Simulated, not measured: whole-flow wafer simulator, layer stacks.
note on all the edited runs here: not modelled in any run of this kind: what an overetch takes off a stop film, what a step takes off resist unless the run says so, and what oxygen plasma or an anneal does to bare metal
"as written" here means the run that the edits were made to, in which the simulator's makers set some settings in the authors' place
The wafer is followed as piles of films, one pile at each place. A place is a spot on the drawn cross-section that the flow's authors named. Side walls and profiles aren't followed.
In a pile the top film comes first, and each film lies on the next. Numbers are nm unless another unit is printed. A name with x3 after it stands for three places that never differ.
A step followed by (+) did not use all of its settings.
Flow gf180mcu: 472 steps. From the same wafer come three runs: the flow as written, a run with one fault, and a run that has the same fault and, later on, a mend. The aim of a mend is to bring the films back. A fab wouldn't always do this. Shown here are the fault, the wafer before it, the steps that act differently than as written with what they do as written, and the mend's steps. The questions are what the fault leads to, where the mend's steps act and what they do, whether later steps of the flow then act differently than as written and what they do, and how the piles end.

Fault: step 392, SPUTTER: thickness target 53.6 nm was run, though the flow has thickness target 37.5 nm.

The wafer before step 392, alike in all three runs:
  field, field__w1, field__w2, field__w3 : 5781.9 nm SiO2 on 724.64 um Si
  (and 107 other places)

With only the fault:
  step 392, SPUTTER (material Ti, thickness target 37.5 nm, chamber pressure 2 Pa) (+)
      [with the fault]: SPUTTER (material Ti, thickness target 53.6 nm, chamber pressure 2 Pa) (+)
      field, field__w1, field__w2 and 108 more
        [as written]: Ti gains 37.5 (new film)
        [with the fault]: Ti gains 53.6 (new film)
  Steps later in the flow that act otherwise than as written (not shown: 1 more step that differs only slightly, by at most 2% or 0.5 nm, whichever is larger):
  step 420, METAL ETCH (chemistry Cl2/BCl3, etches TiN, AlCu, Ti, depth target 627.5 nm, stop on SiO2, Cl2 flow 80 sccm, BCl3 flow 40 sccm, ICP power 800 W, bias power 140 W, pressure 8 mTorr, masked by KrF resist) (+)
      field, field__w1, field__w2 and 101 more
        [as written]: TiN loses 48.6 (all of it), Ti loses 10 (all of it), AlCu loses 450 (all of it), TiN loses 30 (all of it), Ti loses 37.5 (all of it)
        [with the fault]: TiN loses 48.6 (all of it), Ti loses 10 (all of it), AlCu loses 450 (all of it), TiN loses 30 (all of it), Ti loses 53.6 (all of it)
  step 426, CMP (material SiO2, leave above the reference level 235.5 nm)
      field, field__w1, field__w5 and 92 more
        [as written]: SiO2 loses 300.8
        [with the fault]: SiO2 loses 284.7
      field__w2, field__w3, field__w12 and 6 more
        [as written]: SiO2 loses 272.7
        [with the fault]: SiO2 loses 255.8
  The piles end different from the flow's at field__w4, field__w8, contact, m1, m1__w1, mim, mim_1p0, m1_nw by more than 2% or 0.5 nm, whichever is larger.
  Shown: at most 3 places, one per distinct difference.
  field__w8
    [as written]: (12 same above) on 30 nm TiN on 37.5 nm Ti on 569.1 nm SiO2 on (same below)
    [with the fault]: (12 same above) on 30 nm TiN on 53.6 nm Ti on 569.1 nm SiO2 on (same below)
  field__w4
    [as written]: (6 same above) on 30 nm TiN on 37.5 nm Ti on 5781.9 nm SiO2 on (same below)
    [with the fault]: (6 same above) on 30 nm TiN on 53.6 nm Ti on 5781.9 nm SiO2 on (same below)
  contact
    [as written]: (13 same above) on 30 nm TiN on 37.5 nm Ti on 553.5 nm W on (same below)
    [with the fault]: (13 same above) on 30 nm TiN on 53.6 nm Ti on 553.5 nm W on (same below)

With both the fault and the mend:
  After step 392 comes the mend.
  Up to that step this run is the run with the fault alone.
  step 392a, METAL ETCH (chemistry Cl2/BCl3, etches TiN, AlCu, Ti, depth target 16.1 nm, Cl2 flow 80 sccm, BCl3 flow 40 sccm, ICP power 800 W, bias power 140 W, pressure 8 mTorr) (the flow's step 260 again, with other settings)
      field, field__w1, field__w2 and 108 more
        Ti loses 16.1
  Later steps of the flow that are run all act as written at every place that is followed.
  By the end, the piles equal the flow's at every place that both follow.
